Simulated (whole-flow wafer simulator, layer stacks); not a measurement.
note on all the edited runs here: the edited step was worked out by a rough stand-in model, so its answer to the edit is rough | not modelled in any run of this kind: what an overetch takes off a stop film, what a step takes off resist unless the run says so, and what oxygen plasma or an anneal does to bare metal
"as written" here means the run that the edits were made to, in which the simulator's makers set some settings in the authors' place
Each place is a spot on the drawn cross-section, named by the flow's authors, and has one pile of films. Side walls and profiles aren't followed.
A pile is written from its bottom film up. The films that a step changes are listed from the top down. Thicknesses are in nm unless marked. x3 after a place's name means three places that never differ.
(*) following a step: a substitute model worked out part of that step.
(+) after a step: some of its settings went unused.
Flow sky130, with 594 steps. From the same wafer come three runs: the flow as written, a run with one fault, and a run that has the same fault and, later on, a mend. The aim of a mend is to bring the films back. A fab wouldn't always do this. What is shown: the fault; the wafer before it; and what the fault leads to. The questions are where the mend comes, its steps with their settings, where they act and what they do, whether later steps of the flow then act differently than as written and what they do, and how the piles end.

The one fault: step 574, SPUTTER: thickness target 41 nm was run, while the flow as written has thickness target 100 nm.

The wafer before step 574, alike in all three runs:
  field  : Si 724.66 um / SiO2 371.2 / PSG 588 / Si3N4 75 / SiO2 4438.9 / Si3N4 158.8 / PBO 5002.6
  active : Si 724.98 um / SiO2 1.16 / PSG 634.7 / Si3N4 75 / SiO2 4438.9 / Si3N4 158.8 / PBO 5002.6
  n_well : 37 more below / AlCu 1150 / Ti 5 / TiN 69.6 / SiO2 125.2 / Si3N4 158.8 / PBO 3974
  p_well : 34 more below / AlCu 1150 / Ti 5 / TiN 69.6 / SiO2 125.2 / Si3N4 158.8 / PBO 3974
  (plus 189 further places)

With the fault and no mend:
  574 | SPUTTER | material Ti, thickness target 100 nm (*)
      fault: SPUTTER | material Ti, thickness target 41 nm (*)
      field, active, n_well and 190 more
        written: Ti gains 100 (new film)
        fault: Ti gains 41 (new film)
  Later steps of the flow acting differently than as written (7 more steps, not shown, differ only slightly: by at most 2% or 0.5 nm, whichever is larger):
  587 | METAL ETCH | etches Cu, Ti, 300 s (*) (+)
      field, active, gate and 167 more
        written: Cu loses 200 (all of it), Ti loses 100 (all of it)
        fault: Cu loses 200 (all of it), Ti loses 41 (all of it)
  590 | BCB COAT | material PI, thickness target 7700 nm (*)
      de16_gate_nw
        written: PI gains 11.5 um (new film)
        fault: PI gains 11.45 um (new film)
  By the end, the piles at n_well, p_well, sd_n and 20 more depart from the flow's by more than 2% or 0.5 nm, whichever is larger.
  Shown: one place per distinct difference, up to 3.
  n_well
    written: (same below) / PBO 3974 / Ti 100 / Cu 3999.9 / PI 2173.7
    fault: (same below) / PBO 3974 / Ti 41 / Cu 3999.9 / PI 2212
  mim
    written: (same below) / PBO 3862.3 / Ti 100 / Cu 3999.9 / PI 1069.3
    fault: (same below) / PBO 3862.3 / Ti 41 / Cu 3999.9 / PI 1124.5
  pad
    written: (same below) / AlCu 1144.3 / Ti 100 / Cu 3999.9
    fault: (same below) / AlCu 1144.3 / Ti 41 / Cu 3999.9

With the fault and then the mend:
  The mend stands after step 574.
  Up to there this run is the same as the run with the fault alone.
  574a | SPUTTER | material Ti, thickness target 59 nm (*) (the flow's step 574 again, with other settings)
      field, active, n_well and 190 more
        Ti gains 59
  Later steps of the flow that are run all act as written at every place that is followed.
  The piles end the same as the flow's at every place that both follow.
